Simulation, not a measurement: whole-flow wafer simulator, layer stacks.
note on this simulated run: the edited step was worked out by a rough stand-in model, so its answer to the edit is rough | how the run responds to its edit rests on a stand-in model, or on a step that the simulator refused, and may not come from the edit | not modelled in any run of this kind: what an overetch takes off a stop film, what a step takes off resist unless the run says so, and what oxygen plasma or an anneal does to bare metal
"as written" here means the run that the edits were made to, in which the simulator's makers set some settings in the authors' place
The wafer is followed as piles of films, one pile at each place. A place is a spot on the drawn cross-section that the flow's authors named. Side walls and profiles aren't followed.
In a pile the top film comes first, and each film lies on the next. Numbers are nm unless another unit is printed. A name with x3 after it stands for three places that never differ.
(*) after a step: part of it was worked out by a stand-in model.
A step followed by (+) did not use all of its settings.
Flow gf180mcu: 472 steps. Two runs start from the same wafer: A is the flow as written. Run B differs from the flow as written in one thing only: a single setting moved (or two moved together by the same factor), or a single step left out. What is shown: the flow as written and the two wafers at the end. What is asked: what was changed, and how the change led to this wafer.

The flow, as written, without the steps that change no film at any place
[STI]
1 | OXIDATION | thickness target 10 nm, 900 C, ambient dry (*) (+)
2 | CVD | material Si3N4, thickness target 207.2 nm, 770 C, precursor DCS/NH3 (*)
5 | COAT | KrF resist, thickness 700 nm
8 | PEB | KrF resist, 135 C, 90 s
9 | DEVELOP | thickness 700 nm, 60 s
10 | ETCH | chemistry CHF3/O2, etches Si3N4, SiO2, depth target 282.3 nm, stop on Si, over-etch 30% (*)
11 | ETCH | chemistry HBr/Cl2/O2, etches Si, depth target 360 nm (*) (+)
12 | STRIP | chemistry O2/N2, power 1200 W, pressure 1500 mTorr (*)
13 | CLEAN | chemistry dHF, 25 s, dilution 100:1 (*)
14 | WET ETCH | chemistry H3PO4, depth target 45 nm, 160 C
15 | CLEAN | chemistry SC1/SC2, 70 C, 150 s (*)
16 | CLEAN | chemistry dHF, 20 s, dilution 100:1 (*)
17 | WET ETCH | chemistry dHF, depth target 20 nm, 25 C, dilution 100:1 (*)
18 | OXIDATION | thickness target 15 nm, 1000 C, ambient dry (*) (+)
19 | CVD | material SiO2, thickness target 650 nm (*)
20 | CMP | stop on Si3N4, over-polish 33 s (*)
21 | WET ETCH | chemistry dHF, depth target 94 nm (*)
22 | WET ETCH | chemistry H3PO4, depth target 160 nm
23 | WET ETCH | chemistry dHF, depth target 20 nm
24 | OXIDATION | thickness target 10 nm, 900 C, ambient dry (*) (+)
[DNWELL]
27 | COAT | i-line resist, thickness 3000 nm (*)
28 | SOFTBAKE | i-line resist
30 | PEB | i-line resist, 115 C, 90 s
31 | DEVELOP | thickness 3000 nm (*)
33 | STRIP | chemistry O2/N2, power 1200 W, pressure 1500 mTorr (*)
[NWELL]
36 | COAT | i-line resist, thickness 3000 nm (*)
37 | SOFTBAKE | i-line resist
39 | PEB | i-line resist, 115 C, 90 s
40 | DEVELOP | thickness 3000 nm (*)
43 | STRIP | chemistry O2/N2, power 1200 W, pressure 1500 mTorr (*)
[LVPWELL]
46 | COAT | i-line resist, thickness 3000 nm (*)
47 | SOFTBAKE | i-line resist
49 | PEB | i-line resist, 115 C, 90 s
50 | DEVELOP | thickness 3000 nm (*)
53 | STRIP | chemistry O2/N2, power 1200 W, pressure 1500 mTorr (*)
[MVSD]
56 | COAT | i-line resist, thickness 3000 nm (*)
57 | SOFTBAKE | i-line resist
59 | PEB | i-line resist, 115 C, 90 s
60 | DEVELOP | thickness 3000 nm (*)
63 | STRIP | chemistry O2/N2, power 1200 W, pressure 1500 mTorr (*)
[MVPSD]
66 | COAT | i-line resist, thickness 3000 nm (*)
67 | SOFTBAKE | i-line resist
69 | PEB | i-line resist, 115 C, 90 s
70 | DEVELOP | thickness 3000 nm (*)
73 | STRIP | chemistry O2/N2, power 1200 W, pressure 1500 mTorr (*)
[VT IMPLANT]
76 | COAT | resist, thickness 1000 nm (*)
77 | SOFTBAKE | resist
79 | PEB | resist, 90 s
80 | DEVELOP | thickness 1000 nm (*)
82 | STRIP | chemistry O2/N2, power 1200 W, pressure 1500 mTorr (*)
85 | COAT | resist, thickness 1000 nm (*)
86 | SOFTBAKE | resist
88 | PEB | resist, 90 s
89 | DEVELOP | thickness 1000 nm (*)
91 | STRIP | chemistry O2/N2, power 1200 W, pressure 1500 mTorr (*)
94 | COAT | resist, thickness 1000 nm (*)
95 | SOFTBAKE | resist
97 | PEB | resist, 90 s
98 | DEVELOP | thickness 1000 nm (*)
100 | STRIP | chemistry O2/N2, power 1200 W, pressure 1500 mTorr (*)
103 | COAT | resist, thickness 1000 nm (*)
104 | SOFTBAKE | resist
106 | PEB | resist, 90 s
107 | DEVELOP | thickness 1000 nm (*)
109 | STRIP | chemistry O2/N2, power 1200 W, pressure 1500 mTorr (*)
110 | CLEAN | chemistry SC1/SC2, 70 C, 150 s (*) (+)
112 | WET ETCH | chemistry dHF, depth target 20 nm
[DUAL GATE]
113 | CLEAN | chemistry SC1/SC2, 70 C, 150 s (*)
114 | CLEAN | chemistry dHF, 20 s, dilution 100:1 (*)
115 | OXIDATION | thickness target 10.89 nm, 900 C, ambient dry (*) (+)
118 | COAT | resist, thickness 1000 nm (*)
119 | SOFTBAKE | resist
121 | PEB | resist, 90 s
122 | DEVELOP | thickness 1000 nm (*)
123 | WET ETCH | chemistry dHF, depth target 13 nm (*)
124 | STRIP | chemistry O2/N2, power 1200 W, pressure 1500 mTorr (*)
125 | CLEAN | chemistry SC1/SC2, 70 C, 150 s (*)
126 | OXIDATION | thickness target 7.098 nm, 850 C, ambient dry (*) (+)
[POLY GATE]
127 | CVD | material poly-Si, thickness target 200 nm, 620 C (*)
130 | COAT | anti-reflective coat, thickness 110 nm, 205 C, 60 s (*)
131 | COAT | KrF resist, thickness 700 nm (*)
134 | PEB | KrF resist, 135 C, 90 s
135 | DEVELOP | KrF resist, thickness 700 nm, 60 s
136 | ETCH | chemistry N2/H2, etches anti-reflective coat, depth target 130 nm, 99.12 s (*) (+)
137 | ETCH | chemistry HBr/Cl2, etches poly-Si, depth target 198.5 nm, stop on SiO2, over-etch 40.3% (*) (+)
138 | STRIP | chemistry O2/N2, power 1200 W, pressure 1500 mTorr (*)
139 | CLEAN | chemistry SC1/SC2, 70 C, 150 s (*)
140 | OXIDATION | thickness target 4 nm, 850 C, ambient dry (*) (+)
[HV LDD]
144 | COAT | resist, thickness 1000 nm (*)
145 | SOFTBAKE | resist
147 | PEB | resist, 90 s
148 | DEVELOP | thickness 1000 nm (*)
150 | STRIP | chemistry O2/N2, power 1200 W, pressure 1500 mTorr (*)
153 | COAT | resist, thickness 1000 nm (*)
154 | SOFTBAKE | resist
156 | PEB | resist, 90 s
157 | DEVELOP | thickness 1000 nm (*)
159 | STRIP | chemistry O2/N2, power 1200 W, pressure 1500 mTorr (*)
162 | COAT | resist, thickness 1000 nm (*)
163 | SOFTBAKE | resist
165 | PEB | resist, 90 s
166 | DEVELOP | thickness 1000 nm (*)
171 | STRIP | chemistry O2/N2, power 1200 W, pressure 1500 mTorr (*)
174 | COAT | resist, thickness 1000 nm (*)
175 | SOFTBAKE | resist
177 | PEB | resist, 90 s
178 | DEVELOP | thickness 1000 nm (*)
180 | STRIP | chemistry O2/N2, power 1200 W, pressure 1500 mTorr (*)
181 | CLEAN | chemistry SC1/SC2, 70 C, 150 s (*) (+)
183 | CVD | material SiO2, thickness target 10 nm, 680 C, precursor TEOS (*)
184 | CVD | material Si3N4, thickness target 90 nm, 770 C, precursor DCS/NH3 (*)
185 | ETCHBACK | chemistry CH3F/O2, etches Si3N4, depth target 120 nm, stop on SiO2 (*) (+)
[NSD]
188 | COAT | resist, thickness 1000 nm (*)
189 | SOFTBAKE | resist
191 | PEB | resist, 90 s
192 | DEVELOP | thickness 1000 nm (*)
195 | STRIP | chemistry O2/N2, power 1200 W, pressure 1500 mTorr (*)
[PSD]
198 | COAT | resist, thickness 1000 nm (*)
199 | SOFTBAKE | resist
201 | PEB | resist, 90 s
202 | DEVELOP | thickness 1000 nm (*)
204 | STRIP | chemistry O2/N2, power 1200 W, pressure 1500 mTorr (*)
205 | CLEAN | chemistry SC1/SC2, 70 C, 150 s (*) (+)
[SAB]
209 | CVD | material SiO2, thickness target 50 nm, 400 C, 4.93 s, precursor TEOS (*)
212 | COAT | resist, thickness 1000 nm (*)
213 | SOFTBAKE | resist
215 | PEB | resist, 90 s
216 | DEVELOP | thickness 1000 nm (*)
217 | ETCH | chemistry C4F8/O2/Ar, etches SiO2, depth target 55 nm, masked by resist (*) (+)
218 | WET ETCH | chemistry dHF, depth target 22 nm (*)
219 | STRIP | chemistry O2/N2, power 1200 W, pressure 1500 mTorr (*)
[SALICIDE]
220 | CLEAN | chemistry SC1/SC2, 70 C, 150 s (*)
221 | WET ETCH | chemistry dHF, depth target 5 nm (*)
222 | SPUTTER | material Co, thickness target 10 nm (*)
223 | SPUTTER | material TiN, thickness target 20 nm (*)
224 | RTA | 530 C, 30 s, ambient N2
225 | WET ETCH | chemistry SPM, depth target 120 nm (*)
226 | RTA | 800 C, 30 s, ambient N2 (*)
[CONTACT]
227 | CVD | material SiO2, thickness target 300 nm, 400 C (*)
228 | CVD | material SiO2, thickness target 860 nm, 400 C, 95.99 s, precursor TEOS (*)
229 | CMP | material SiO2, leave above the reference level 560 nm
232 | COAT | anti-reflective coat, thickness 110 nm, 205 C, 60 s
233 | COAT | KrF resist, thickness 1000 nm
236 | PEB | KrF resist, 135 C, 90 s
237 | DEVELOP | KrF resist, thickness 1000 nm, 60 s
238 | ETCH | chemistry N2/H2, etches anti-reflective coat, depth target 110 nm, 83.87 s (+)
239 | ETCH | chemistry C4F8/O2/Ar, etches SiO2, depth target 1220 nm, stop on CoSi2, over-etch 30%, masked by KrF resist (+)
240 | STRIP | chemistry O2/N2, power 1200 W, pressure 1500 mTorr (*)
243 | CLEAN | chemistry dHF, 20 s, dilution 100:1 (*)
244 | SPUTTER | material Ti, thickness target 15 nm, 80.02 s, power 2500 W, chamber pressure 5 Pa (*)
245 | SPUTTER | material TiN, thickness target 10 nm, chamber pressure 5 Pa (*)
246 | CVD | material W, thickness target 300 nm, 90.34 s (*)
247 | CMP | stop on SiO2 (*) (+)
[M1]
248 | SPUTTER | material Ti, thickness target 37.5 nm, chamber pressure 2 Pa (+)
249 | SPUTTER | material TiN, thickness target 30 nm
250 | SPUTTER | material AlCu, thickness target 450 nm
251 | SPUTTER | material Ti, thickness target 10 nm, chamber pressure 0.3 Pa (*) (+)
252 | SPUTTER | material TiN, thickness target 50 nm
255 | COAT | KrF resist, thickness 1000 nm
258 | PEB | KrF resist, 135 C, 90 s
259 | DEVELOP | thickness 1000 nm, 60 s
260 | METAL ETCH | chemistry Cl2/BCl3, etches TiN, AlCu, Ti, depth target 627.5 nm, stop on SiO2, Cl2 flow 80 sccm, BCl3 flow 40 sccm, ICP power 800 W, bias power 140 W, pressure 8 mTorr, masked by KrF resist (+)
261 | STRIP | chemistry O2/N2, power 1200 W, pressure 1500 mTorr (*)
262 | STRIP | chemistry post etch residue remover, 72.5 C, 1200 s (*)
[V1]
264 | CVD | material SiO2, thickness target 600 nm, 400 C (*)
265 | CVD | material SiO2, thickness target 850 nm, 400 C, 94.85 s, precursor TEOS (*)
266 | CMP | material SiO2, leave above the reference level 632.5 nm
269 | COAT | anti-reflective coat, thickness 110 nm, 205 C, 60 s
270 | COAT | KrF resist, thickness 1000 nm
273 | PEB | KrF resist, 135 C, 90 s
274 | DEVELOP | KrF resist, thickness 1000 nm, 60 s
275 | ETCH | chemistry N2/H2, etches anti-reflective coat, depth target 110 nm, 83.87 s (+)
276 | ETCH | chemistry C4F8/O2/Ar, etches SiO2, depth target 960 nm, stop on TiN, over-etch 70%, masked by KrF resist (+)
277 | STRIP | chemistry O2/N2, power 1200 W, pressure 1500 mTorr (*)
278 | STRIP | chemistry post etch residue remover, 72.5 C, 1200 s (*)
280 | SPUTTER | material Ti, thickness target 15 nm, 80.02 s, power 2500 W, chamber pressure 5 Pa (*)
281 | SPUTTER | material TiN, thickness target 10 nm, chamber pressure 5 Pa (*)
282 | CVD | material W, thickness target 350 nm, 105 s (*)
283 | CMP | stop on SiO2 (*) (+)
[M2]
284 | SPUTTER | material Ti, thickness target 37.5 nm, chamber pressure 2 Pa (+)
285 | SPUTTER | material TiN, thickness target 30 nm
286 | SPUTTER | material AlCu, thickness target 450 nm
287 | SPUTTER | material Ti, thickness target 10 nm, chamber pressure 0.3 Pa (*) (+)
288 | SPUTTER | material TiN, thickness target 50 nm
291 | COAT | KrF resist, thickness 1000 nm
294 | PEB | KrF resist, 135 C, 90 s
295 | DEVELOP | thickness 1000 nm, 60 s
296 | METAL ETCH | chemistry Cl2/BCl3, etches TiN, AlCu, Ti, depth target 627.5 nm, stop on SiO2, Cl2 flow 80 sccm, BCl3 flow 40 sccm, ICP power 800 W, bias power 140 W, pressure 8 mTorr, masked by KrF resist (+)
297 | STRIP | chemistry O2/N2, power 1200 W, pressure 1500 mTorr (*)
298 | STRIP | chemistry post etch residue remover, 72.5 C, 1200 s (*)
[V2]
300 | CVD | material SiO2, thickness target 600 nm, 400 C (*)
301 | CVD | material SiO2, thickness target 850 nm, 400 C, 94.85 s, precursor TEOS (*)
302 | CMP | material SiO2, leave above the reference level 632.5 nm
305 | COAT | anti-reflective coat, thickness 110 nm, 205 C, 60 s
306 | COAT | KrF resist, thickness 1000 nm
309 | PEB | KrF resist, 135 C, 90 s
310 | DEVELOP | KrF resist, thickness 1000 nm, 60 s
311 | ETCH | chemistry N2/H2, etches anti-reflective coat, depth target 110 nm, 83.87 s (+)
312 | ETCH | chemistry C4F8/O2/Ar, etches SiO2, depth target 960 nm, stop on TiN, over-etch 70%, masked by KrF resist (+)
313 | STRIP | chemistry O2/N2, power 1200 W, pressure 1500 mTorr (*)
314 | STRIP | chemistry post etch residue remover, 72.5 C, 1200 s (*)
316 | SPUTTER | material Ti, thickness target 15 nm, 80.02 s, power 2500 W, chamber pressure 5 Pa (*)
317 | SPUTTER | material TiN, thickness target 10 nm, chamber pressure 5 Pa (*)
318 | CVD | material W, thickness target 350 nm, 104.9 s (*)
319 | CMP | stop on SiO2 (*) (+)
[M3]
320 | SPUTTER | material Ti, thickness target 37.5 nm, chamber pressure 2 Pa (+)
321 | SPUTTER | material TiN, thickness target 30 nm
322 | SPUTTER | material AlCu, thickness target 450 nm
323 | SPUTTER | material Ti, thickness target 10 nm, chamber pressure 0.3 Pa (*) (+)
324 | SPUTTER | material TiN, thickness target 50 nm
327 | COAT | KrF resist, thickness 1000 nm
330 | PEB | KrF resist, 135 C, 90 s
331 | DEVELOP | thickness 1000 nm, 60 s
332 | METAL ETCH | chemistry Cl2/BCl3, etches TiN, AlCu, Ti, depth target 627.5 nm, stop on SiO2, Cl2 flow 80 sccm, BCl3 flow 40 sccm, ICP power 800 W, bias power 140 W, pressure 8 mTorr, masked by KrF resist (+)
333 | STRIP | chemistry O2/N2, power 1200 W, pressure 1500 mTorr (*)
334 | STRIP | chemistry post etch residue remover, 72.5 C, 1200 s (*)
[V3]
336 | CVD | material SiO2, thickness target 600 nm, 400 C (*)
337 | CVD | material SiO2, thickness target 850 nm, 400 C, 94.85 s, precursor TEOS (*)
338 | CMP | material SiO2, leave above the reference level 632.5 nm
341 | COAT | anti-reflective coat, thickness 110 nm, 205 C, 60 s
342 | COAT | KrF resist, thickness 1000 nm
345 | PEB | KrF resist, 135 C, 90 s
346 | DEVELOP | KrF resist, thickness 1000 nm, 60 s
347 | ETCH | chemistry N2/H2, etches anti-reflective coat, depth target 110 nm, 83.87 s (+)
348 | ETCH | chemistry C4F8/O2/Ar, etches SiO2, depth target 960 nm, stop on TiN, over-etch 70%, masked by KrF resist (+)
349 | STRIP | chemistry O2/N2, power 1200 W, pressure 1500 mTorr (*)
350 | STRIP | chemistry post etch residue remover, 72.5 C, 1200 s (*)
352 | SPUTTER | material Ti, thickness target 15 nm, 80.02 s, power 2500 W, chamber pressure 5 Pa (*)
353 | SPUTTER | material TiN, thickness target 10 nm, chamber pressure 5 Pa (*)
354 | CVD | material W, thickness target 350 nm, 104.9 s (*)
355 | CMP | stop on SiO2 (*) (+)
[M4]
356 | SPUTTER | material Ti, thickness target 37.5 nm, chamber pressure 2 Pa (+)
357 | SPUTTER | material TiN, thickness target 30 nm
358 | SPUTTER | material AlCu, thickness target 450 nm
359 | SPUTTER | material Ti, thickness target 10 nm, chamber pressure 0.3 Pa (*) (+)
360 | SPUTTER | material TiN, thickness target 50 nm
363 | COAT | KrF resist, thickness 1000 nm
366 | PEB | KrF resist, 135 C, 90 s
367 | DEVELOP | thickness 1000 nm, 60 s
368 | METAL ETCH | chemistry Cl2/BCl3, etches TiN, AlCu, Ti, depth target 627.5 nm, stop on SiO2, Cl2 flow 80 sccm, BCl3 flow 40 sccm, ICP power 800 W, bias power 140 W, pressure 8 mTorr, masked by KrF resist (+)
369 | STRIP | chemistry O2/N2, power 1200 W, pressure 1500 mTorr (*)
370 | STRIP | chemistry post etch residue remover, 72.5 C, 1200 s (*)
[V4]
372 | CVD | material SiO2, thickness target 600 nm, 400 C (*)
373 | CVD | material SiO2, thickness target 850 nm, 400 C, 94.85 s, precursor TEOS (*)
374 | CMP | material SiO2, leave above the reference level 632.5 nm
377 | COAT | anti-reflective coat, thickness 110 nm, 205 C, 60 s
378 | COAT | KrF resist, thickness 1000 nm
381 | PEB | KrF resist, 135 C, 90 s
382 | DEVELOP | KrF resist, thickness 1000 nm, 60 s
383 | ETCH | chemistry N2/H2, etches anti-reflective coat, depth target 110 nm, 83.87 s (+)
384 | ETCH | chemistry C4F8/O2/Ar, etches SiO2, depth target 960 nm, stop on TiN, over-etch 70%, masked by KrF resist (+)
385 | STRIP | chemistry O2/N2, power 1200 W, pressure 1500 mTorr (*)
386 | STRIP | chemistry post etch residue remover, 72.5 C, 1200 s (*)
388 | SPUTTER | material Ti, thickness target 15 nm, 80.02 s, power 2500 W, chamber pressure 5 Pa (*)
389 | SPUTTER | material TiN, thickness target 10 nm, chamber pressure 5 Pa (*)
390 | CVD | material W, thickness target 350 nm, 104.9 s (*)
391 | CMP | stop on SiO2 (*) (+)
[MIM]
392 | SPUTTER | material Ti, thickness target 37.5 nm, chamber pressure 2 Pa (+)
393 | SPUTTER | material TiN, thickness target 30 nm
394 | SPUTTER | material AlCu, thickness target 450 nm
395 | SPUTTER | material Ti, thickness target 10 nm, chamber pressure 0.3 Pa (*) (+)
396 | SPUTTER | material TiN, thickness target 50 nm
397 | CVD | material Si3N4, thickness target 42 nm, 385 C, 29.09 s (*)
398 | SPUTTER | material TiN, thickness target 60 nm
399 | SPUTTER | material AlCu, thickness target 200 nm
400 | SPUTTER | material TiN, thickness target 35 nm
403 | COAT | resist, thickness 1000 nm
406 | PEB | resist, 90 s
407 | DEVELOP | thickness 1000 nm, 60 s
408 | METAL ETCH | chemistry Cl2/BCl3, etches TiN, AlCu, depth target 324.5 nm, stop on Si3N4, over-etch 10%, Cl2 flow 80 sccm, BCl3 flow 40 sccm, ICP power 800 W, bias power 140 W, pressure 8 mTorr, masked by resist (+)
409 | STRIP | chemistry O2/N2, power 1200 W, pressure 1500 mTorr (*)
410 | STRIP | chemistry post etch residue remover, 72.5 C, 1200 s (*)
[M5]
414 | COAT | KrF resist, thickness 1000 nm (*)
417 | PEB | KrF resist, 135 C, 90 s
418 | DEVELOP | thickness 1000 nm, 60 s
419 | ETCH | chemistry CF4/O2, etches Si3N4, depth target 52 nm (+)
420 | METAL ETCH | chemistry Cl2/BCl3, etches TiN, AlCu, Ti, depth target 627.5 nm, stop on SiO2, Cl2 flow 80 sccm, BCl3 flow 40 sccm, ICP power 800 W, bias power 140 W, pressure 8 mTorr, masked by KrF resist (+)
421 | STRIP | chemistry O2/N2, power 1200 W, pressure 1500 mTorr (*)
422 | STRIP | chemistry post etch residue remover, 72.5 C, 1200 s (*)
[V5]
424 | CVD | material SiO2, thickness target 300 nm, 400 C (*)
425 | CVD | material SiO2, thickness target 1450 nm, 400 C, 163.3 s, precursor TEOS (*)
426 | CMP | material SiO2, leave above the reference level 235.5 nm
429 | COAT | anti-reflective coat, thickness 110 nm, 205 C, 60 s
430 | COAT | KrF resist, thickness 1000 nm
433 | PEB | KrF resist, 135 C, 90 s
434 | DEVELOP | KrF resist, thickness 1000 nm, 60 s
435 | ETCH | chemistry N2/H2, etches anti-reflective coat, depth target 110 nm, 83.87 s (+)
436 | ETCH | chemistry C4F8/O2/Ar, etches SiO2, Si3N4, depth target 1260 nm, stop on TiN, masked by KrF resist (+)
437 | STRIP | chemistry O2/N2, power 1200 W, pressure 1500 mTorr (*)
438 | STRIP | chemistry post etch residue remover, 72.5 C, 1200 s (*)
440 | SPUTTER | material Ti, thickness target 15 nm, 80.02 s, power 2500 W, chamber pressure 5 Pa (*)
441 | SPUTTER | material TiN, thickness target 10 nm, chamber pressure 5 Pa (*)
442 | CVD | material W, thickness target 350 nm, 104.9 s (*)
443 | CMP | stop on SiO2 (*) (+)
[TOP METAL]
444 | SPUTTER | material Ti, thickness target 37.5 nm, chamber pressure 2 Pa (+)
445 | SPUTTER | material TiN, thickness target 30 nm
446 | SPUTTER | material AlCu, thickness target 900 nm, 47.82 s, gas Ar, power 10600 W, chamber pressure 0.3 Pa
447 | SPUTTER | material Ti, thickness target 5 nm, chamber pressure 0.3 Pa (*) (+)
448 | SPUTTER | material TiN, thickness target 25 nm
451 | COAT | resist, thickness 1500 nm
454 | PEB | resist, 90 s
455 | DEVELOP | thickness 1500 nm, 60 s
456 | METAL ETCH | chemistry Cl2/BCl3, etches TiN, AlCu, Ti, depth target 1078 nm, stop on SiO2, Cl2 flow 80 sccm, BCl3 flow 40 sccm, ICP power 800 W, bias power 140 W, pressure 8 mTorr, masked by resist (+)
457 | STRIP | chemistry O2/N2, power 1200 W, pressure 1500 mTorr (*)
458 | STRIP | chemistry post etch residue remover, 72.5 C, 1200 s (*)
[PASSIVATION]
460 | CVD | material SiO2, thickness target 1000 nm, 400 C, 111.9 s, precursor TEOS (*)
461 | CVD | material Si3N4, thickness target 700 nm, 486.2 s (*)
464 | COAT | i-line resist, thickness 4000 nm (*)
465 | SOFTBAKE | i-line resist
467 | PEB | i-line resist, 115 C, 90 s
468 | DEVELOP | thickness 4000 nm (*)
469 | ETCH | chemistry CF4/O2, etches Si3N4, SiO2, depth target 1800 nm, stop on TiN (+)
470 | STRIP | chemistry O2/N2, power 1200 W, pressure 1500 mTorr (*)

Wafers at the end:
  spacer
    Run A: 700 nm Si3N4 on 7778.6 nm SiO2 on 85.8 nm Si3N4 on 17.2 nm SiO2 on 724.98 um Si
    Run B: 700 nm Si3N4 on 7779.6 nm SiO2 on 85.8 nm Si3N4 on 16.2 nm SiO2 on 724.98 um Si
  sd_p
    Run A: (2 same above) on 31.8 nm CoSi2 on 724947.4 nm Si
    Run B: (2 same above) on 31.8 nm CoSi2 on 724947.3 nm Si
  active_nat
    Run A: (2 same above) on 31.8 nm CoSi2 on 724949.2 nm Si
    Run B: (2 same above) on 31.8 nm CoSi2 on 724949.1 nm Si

What caused this: step 183, CVD: thickness target 9 nm was run, though the flow has thickness target 10 nm.

The path from the change to this, step by step:
  183 | CVD | material SiO2, thickness target 10 nm, 680 C, precursor TEOS (*)
      field, field__w1, field__w2 and 99 more: A SiO2 gains 10 | B SiO2 gains 9
      ld_drift_p: A SiO2 gains 9.87 | B SiO2 gains 8.88
      (and at 1 other place as well)
  189 | SOFTBAKE | resist
      field: A resist gains 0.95 | B nothing
      active_hv: A resist gains 0.78 | B resist gains 0.18
      (and at 1 other place as well)
  199 | SOFTBAKE | resist
      field: A resist gains 0.95 | B nothing
      active_hv: A resist gains 0.78 | B resist gains 0.18
      (and at 1 other place as well)
  218 | WET ETCH | chemistry dHF, depth target 22 nm (*)
      gate, gate_hv, gate_p and 23 more: A SiO2 loses 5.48 (all of it) | B SiO2 loses 4.48 (all of it)
      active, p_well, sd_n, iso_ptap_pw, iso_ntap_nw, iso_ptap_sub, vpnp_e: A SiO2 loses 9.01 (all of it) | B SiO2 loses 8.01 (all of it)
      (and at 16 other places as well)
  226 | RTA | 800 C, 30 s, ambient N2 (*)
      ld_sd_p: A CoSi2 gains 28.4 (new film), CoSi loses 16.2 (all of it), Si loses 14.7 | B CoSi2 gains 27.8 (new film), CoSi loses 15.8 (all of it), Si loses 14.4
